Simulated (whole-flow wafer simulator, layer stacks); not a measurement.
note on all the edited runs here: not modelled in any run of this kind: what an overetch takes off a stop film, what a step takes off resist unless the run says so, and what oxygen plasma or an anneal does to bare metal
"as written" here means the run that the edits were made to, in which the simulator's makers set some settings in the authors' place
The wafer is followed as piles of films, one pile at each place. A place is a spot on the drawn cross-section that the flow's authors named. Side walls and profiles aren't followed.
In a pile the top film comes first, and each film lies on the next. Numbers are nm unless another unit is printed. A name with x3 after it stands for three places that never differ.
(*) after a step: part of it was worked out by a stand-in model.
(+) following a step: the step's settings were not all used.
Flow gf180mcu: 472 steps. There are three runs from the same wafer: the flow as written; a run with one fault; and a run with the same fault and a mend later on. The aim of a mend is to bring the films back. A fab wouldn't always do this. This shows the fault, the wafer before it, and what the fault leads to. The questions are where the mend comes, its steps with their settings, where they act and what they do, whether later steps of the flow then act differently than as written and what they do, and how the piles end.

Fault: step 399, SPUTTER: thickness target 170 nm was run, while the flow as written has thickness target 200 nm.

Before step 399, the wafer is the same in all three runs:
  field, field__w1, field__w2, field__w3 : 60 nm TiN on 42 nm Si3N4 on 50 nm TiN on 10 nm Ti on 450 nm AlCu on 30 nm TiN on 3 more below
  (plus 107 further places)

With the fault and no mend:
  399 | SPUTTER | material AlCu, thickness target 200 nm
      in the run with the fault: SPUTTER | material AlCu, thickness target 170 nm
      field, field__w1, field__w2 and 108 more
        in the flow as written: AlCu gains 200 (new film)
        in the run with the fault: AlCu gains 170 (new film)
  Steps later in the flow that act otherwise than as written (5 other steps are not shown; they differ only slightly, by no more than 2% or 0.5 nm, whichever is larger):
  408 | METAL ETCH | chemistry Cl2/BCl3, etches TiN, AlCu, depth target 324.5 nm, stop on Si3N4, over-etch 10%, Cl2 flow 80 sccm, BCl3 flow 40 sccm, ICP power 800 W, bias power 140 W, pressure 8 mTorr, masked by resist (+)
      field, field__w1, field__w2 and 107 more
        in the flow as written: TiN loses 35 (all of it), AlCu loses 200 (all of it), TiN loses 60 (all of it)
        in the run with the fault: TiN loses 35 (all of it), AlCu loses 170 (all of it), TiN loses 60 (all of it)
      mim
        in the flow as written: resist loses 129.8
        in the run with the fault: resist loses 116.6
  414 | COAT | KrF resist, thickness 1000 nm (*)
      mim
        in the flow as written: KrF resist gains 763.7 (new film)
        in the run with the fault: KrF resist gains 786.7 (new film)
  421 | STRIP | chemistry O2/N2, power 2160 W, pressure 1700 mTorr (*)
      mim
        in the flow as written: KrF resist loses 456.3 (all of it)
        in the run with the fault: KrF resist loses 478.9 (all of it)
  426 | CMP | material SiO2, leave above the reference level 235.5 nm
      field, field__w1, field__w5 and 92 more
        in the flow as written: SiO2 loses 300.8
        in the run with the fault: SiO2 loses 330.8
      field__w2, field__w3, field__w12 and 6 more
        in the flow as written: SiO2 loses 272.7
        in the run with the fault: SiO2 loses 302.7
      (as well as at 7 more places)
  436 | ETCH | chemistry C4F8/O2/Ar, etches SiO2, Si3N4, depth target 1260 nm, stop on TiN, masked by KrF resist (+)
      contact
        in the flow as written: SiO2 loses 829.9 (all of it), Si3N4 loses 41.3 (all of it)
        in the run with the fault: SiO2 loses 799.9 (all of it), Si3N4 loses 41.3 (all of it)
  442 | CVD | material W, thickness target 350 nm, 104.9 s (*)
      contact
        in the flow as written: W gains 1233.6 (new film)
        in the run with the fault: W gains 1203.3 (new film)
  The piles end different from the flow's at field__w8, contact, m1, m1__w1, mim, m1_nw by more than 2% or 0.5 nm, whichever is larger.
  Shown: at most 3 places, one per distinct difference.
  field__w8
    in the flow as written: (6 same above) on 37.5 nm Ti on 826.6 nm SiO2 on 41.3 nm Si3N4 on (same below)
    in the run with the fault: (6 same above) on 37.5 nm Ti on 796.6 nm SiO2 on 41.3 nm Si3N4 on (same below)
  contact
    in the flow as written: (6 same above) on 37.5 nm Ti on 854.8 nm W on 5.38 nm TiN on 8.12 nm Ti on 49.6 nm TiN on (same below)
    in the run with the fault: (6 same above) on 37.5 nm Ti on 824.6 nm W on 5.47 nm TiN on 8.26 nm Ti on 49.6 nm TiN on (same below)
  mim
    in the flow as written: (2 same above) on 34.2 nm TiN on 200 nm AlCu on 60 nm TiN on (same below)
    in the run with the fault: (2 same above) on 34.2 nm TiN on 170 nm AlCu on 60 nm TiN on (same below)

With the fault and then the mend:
  After step 399 comes the mend.
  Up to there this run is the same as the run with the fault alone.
  399a | SPUTTER | material AlCu, thickness target 30 nm (the flow's step 399 again, with other settings)
      field, field__w1, field__w2 and 108 more
        AlCu gains 30
  Later steps of the flow that are run all act as written at every place that is followed.
  By the end, the piles equal the flow's at every place that both follow.
